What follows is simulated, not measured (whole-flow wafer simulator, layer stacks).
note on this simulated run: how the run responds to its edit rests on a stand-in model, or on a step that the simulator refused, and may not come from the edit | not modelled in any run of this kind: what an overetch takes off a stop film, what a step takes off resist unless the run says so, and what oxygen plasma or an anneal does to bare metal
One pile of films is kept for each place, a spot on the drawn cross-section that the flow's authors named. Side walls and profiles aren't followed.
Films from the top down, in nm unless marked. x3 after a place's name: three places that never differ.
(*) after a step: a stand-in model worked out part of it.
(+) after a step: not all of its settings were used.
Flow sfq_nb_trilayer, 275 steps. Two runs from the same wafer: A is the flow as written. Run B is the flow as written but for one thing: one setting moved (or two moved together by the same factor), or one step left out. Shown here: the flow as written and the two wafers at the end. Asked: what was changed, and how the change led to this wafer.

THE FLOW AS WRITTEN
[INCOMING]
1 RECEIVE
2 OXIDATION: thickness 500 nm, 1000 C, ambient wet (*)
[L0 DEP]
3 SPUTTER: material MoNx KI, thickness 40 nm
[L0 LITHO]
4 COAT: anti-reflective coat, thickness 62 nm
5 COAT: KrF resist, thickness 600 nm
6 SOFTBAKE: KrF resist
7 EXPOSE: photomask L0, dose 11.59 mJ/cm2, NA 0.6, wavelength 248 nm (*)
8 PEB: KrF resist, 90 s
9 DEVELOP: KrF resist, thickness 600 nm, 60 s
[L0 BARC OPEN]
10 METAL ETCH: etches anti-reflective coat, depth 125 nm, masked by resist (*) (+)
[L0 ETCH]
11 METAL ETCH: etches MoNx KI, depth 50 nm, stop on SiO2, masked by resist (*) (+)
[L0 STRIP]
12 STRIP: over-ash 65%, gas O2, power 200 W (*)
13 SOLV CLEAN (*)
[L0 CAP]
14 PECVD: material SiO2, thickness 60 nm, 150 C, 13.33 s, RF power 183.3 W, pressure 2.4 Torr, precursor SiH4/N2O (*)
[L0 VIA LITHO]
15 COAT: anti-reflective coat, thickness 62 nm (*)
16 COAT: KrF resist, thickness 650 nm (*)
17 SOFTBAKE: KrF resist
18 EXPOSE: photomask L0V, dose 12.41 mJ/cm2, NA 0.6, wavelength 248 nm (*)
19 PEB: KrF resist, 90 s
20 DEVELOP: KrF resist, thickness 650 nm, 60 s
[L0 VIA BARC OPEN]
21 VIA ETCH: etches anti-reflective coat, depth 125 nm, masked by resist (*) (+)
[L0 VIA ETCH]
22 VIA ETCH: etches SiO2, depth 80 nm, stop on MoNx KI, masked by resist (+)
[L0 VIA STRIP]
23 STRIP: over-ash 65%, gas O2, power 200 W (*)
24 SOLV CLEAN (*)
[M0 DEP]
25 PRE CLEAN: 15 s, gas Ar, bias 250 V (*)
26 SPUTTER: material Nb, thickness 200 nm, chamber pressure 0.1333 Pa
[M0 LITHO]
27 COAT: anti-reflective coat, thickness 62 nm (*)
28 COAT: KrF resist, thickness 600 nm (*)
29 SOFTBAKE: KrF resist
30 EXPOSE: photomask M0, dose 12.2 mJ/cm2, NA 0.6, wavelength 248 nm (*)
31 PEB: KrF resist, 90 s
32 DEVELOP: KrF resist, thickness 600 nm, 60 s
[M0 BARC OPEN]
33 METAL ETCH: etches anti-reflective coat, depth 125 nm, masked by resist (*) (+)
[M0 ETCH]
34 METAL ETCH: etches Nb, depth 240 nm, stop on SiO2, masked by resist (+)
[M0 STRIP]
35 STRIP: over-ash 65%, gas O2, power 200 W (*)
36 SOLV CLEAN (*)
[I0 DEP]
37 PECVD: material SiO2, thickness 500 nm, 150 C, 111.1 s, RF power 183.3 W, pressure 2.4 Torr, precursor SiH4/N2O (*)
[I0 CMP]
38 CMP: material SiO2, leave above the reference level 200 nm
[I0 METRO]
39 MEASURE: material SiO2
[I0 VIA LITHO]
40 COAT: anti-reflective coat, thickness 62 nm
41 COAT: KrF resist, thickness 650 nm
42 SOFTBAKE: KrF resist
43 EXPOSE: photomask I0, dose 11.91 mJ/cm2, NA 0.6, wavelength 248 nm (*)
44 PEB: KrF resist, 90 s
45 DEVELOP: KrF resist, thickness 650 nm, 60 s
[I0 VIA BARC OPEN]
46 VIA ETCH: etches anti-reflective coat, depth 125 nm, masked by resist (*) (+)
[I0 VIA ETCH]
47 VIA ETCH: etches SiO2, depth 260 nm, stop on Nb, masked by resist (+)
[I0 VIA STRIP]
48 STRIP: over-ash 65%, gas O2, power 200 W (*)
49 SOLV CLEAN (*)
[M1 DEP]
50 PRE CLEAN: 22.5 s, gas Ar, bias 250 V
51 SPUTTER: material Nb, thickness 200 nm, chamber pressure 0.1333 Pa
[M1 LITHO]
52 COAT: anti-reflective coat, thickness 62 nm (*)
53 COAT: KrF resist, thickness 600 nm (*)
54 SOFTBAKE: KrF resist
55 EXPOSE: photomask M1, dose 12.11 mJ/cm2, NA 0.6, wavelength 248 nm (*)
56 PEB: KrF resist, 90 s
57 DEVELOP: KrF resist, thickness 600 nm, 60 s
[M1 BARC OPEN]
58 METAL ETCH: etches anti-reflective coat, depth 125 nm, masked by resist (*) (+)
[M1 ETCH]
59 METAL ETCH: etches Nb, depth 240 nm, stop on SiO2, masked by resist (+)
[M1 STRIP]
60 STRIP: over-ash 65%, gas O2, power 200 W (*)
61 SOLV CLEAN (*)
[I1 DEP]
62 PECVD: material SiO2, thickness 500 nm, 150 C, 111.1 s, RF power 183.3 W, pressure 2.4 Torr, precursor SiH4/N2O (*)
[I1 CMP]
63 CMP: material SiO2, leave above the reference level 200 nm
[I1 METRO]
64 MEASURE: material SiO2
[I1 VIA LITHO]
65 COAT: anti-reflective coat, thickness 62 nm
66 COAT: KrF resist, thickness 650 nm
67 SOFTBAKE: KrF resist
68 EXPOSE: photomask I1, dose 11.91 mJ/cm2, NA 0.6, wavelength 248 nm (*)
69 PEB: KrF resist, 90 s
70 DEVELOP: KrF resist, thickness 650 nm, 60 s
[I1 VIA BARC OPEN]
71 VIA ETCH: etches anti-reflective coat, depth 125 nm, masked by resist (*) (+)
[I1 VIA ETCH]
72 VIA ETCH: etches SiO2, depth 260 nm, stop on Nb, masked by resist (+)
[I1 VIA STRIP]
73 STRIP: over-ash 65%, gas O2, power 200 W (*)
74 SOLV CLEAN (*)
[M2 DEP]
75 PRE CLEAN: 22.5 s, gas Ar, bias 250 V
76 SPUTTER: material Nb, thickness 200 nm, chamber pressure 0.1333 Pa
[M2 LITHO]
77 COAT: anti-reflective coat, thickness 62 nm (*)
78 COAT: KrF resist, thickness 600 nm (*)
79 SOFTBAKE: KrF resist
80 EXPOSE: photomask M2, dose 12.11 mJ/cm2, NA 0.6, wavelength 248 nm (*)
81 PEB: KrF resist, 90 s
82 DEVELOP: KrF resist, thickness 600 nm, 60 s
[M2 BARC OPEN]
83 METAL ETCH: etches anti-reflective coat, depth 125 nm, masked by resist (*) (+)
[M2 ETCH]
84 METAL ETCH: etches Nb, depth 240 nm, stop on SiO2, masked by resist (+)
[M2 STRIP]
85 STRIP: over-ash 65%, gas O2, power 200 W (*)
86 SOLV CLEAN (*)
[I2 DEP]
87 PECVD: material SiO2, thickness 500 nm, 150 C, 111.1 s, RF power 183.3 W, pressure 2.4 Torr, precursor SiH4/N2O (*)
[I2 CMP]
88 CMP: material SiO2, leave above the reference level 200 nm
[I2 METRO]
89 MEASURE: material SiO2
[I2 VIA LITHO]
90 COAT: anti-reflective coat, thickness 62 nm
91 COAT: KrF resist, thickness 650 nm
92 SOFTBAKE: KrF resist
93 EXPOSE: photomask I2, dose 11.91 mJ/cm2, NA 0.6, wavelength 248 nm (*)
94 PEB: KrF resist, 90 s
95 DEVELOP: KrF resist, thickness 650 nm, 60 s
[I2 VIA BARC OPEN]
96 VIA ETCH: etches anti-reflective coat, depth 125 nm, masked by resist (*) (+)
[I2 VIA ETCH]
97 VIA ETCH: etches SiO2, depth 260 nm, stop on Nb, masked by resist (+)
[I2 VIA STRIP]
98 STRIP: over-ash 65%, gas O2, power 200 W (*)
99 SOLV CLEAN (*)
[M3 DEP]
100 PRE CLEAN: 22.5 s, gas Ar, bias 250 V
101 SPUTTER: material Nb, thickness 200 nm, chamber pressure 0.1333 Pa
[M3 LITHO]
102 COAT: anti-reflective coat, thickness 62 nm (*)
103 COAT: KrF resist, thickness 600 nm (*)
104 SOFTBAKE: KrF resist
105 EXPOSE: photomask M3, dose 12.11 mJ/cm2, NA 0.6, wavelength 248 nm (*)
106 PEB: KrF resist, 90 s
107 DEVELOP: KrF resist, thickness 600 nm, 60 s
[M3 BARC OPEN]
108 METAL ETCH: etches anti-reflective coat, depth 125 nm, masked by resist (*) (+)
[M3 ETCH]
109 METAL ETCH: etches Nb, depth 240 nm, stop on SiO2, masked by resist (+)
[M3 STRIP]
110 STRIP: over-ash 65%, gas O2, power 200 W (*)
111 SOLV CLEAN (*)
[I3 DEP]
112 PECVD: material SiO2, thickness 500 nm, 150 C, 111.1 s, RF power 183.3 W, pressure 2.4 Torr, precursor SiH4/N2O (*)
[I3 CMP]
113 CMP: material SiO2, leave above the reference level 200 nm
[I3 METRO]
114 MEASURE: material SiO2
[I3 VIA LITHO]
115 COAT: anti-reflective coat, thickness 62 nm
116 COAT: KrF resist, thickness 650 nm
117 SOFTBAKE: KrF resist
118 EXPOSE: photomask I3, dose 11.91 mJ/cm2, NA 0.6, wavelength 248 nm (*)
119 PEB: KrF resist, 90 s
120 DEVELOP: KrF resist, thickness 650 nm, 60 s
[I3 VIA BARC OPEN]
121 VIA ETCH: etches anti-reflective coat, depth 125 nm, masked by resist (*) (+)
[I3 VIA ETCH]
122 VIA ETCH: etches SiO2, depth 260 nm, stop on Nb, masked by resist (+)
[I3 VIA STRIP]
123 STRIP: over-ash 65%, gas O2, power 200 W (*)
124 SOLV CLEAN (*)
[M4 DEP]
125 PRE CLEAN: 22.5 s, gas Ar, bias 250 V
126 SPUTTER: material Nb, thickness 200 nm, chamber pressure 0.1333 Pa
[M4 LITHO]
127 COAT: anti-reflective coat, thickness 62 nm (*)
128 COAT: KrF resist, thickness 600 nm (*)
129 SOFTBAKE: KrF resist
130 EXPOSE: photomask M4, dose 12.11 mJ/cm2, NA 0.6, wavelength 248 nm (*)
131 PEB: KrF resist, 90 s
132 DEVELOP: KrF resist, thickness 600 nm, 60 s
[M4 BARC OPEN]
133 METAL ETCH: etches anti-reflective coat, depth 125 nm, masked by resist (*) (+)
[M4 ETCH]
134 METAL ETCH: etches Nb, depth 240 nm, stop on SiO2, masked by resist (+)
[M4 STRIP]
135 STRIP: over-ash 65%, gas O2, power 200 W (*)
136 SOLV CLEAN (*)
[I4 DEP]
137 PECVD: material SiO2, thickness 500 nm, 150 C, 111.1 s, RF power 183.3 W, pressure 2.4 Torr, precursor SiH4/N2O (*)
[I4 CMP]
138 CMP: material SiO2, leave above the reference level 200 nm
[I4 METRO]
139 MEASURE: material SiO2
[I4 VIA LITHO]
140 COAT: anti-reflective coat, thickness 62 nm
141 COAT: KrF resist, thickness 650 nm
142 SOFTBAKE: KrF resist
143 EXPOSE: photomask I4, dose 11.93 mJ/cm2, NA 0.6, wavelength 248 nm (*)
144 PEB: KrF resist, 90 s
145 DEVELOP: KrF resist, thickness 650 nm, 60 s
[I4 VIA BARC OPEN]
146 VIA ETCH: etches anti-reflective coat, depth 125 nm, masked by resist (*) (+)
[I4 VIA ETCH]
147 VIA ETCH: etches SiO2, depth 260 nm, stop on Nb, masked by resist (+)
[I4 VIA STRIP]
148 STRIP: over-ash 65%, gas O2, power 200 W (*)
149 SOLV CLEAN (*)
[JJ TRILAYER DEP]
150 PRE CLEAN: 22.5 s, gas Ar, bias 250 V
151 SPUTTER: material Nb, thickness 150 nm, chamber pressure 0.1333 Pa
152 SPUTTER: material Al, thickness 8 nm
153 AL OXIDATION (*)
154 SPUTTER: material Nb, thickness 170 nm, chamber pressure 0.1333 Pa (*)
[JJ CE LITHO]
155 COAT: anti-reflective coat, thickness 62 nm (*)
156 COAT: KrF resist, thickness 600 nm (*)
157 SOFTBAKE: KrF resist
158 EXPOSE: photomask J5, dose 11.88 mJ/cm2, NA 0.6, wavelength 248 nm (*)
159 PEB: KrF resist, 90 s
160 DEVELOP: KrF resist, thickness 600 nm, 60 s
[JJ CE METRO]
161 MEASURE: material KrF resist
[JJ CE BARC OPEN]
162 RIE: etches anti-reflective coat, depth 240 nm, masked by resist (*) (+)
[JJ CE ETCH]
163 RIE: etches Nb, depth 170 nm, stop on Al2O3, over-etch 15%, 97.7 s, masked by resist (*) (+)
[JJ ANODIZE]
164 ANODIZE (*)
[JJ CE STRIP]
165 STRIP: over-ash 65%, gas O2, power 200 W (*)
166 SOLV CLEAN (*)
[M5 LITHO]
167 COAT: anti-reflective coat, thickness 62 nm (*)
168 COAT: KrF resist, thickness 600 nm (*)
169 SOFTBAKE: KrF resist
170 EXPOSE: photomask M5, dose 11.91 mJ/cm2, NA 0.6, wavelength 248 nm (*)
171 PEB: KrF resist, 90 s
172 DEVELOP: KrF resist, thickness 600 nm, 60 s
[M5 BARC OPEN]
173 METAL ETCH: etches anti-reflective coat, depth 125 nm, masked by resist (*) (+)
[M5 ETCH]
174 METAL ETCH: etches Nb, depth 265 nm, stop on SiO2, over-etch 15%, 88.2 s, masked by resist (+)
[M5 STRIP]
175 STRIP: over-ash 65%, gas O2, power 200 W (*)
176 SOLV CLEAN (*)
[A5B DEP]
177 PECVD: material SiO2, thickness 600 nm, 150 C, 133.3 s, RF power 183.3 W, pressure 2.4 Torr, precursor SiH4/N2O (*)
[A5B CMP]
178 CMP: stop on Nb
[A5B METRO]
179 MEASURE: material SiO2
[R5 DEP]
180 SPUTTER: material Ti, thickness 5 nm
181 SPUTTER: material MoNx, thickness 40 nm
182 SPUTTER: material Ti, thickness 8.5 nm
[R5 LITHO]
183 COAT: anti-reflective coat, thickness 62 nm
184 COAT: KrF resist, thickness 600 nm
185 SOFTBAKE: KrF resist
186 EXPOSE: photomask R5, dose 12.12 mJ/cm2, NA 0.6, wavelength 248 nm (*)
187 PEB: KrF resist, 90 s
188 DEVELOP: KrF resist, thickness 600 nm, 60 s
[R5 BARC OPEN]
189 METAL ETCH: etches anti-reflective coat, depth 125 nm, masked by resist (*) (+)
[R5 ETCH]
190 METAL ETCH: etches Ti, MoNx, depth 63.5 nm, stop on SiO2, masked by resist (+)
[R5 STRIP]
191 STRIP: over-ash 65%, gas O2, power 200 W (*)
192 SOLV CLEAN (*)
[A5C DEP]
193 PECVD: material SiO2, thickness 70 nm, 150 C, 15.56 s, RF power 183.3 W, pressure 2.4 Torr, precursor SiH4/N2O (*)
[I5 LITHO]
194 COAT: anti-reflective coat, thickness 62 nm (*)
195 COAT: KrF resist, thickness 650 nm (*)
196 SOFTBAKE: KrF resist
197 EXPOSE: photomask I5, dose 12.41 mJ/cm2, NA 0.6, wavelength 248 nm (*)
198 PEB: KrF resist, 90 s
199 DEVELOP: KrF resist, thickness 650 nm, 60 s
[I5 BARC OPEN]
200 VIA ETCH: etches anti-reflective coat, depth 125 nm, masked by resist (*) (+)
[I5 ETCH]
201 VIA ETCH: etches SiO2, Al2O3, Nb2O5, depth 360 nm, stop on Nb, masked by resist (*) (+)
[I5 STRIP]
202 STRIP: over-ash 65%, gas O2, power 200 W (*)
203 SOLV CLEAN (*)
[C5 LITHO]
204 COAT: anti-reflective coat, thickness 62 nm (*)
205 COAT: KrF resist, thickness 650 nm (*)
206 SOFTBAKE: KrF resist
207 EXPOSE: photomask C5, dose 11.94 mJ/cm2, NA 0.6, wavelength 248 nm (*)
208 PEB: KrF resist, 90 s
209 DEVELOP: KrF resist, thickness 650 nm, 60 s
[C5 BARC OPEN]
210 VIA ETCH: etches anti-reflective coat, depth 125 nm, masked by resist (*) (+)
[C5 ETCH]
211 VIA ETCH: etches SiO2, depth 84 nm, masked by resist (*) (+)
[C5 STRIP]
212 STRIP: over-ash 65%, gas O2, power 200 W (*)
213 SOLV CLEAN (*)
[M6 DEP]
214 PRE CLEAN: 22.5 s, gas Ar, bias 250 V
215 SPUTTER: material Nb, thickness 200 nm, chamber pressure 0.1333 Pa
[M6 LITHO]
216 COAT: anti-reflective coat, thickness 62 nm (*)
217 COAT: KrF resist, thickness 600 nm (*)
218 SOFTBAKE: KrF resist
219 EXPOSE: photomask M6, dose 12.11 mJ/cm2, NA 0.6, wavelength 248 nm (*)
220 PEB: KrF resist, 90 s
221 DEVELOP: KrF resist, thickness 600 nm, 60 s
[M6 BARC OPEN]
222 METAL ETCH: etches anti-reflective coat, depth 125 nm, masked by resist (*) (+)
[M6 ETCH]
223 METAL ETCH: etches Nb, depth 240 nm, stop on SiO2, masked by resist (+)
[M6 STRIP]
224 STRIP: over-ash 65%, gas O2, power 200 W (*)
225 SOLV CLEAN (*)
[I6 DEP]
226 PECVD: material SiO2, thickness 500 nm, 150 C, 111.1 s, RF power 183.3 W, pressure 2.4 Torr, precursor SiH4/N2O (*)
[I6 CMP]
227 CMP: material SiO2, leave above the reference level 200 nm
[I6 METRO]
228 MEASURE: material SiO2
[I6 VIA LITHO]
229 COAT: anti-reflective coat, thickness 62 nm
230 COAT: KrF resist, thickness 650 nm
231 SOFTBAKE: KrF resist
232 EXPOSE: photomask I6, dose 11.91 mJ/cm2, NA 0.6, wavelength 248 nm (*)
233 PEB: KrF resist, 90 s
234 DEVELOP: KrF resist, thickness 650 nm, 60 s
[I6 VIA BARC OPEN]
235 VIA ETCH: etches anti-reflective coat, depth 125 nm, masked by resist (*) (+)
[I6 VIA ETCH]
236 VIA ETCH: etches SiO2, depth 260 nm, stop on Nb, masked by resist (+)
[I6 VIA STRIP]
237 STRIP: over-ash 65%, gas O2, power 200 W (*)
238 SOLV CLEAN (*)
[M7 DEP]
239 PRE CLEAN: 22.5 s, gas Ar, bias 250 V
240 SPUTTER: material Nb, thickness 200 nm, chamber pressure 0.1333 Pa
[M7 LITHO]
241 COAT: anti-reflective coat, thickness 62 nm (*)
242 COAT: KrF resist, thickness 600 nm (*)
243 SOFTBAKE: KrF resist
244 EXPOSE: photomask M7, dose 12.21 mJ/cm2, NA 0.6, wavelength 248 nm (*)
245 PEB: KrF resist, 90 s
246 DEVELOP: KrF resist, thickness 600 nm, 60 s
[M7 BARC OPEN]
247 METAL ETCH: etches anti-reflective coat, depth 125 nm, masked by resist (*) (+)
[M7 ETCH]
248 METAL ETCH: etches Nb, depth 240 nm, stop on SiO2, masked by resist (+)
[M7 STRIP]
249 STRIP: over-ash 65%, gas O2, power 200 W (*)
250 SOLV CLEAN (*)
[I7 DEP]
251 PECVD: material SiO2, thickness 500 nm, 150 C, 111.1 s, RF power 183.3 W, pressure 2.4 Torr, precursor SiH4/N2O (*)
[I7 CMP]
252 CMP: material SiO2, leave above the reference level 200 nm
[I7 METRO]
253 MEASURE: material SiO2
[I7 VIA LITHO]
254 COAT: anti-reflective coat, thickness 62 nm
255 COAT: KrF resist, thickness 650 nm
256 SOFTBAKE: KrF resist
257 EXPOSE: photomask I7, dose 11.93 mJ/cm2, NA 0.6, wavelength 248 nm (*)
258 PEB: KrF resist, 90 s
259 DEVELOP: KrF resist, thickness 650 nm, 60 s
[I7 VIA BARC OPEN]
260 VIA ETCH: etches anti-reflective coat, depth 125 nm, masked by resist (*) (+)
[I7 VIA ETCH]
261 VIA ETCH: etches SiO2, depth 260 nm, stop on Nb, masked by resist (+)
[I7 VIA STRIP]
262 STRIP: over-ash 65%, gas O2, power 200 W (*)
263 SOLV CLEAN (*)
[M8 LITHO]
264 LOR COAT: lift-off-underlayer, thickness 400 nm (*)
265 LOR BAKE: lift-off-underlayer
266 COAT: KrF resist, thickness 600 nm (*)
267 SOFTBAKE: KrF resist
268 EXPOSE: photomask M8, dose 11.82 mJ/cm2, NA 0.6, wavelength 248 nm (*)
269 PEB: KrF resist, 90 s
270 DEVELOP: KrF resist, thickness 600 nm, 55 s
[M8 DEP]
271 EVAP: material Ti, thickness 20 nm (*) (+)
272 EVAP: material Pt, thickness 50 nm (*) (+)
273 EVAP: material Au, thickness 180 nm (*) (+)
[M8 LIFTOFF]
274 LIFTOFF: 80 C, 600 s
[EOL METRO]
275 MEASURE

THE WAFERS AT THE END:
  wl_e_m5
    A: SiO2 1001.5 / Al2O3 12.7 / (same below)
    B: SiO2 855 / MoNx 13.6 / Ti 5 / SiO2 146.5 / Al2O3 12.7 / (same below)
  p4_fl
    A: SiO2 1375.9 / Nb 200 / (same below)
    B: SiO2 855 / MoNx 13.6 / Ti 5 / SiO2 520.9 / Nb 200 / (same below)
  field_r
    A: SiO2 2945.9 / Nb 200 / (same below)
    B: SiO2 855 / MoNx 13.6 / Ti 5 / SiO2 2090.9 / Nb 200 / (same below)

The cause: step 190, METAL ETCH: depth 34.9 nm was run, where the flow has depth 63.5 nm.

How the change led to this, step by step:
  190 METAL ETCH: etches Ti, MoNx, depth 63.5 nm, stop on SiO2, masked by resist (+)
      field_l, v_sur, via_wl and 92 more: A Ti -8.5 (all of it), MoNx -40 (all of it), Ti -5 (all of it) | B Ti -8.5 (all of it), MoNx -26.4
      ce_l, c5j, ce_r, wl_jj: A Ti -8.5 (all of it), MoNx -40 (all of it), Ti -5 (all of it), Nb -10 | B Ti -8.5 (all of it), MoNx -26.4
      (and at 7 more places)
  191 STRIP: over-ash 65%, gas O2, power 200 W (*)
      be_r, r_sur, res, r_end, r5r_line_l, r5r_line_c, r5r_line_r: A KrF resist -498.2 (all of it), anti-reflective coat -62 (all of it) | B KrF resist -509.6 (all of it), anti-reflective coat -62 (all of it)
  193 PECVD: material SiO2, thickness 70 nm, 150 C, 15.56 s, RF power 183.3 W, pressure 2.4 Torr, precursor SiH4/N2O (*)
      field_l, v_sur, via_wl and 92 more: A SiO2 +70 | B SiO2 +70 (new film)
  194 COAT: anti-reflective coat, thickness 62 nm (*)
      wl_j_sl, wl_j_sr: A anti-reflective coat +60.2 (new film) | B anti-reflective coat +62 (new film)
      r5r_spacepad_l, r5r_spacepad_r: A anti-reflective coat +84.4 (new film) | B anti-reflective coat +76.4 (new film)
      (and at 14 more places)
  201 VIA ETCH: etches SiO2, Al2O3, Nb2O5, depth 360 nm, stop on Nb, masked by resist (*) (+)
      be: A SiO2 -216.4 (all of it), Al2O3 -12.7 (all of it), Nb2O5 -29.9 (all of it) | B SiO2 -69.8 (all of it), MoNx -13.6 (all of it), Ti -5 (all of it), SiO2 -146.5 (all of it), Al2O3 -12.7 (all of it), Nb2O5 -29.9 (all of it)
  202 STRIP: over-ash 65%, gas O2, power 200 W (*)
      wl_j_sl, wl_j_sr: A KrF resist -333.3 (all of it), anti-reflective coat -60.2 (all of it) | B KrF resist -333.2 (all of it), anti-reflective coat -62 (all of it)
      r5r_spacepad_l, r5r_spacepad_r: A KrF resist -335.6 (all of it), anti-reflective coat -84.4 (all of it) | B KrF resist -334.8 (all of it), anti-reflective coat -76.4 (all of it)
      (and at 14 more places)
  204 COAT: anti-reflective coat, thickness 62 nm (*)
      wl_j_sl, wl_j_sr: A anti-reflective coat +60.2 (new film) | B anti-reflective coat +62 (new film)
      r5r_spacepad_l, r5r_spacepad_r: A anti-reflective coat +84.4 (new film) | B anti-reflective coat +76.4 (new film)
      (and at 17 more places)
  210 VIA ETCH: etches anti-reflective coat, depth 125 nm, masked by resist (*) (+)
      field_l, v_sur, via_wl and 101 more: A KrF resist -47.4 | B KrF resist -48.7
      c5j: A anti-reflective coat -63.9 (all of it), SiO2 -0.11 | B anti-reflective coat -61.3 (all of it), SiO2 -0.13
      (and at 1 more place)
  211 VIA ETCH: etches SiO2, depth 84 nm, masked by resist (*) (+)
      c5j: A SiO2 -69.9 (all of it), Nb -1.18 | B SiO2 -69.9 (all of it)
  212 STRIP: over-ash 65%, gas O2, power 200 W (*)
      wl_j_sl, wl_j_sr: A KrF resist -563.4 (all of it), anti-reflective coat -60.2 (all of it) | B KrF resist -561.9 (all of it), anti-reflective coat -62 (all of it)
      r5r_spacepad_l, r5r_spacepad_r: A KrF resist -565.8 (all of it), anti-reflective coat -84.4 (all of it) | B KrF resist -563.5 (all of it), anti-reflective coat -76.4 (all of it)
      (and at 15 more places)
  214 PRE CLEAN: 22.5 s, gas Ar, bias 250 V
      c5j: A Nb -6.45 | B MoNx -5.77
  215 SPUTTER: material Nb, thickness 200 nm, chamber pressure 0.1333 Pa
      c5j: A Nb +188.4 | B Nb +189.1 (new film)
      be: A Nb +147.3 | B Nb +143.2
  216 COAT: anti-reflective coat, thickness 62 nm (*)
      wl_j_sl, wl_j_sr: A anti-reflective coat +60.2 (new film) | B anti-reflective coat +62 (new film)
      r5r_line_l, r5r_line_c: A anti-reflective coat +50 (new film) | B anti-reflective coat +53.2 (new film)
      (and at 15 more places)
  222 METAL ETCH: etches anti-reflective coat, depth 125 nm, masked by resist (*) (+)
      r5r_line_l, r5r_line_c: A anti-reflective coat -50 (all of it) | B anti-reflective coat -53.2 (all of it)
      r5r_spacepad_l, r5r_spacepad_r: A anti-reflective coat -85.7 (all of it) | B anti-reflective coat -76.9 (all of it)
      (and at 3 more places)
  224 STRIP: over-ash 65%, gas O2, power 200 W (*)
      wl_j_sl, wl_j_sr: A KrF resist -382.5 (all of it), anti-reflective coat -60.2 (all of it) | B KrF resist -382.4 (all of it), anti-reflective coat -62 (all of it)
      be: A KrF resist -575.8 (all of it), anti-reflective coat -136.7 (all of it) | B KrF resist -591.6 (all of it), anti-reflective coat -139.9 (all of it)
      (and at 10 more places)
  226 PECVD: material SiO2, thickness 500 nm, 150 C, 111.1 s, RF power 183.3 W, pressure 2.4 Torr, precursor SiH4/N2O (*)
      r5r_spacepad_l, r5r_spacepad_r: A SiO2 +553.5 | B SiO2 +532.4
      be: A SiO2 +693.5 (new film) | B SiO2 +716.2 (new film)
  227 CMP: material SiO2, leave above the reference level 200 nm
      ce_l, ce_r, wl_jj: A SiO2 -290 | B SiO2 -300
      be_r, r_sur, r_end: A SiO2 -353.5 | B SiO2 -334.9
      (and at 7 more places)
Counting metal films that touch as one body, wl_e_m5 has 7 bodies (between them, from the top down: SiO2 146.5 / Al2O3 12.7 / Nb2O5 29.9; SiO2 192.5; SiO2 192.5; SiO2 192.5; SiO2 192.5; SiO2 192.5); the flow as written gives 6 bodies (between them, from the top down: SiO2 192.5; SiO2 192.5; SiO2 192.5; SiO2 192.5; SiO2 192.5).
Counting metal films that touch as one body, p4_fl has 3 bodies (between them, from the top down: SiO2 520.9; SiO2 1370); the flow as written gives 2 bodies (between them, from the top down: SiO2 1370).
Counting metal films that touch as one body, field_r has 2 bodies (between them, from the top down: SiO2 2090.9); the flow as written gives 1 body.
